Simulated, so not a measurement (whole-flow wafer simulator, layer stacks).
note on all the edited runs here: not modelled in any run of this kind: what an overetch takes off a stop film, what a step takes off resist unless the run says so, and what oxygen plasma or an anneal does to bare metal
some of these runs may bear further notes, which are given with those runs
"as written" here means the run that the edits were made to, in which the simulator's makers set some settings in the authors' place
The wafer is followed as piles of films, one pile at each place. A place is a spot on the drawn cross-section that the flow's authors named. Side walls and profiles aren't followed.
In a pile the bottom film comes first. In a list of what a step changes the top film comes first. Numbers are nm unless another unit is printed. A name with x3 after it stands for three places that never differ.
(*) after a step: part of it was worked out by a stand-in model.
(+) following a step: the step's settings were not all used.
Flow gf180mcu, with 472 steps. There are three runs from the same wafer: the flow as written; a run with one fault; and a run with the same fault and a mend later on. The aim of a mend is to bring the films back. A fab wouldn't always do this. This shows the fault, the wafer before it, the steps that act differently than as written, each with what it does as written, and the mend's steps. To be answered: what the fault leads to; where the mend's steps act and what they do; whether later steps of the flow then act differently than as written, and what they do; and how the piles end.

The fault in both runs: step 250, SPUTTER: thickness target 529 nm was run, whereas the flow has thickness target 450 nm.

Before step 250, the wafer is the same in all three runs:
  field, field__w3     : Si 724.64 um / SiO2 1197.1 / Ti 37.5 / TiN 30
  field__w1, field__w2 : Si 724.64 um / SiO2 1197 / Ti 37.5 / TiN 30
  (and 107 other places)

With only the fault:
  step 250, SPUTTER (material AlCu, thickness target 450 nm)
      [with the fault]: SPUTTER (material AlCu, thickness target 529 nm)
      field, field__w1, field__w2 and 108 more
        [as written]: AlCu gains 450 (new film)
        [with the fault]: AlCu gains 529 (new film)
  Steps further on in the flow that do not act as written:
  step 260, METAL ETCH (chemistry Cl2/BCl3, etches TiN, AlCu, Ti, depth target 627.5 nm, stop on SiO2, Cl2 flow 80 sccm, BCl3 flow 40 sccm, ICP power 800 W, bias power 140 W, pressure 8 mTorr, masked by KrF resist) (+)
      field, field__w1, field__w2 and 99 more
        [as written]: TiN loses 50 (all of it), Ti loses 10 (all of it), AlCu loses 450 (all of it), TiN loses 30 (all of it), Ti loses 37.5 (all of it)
        [with the fault]: TiN loses 50 (all of it), Ti loses 10 (all of it), AlCu loses 529 (all of it), TiN loses 30 (all of it), Ti loses 8.5
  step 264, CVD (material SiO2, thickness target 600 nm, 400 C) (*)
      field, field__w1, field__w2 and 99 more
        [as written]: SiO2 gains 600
        [with the fault]: SiO2 gains 600 (new film)
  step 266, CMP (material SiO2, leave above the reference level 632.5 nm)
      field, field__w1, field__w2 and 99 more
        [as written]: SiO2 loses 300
        [with the fault]: SiO2 loses 250
  At field, field__w1, field__w2 and 109 more, the piles at the end differ from the flow's by more than 2% or 0.5 nm, whichever is larger.
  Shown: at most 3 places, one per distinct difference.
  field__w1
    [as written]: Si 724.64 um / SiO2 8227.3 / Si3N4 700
    [with the fault]: Si 724.64 um / SiO2 1197 / Ti 29 / SiO2 7080.2 / Si3N4 700
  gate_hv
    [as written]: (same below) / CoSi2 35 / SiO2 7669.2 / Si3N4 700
    [with the fault]: (same below) / CoSi2 35 / SiO2 638.9 / Ti 29 / SiO2 7080.2 / Si3N4 700
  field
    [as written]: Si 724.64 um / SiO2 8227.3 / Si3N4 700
    [with the fault]: Si 724.64 um / SiO2 1197.1 / Ti 29 / SiO2 7080.2 / Si3N4 700

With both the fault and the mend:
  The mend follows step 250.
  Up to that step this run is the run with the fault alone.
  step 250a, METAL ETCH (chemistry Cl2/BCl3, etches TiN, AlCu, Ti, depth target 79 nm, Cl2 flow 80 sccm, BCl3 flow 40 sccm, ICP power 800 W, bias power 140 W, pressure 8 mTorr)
      field, field__w1, field__w2 and 108 more
        AlCu loses 79
  Later steps of the flow that are run all act as written at every place that is followed.
  The piles end the same as the flow's at every place that both follow.
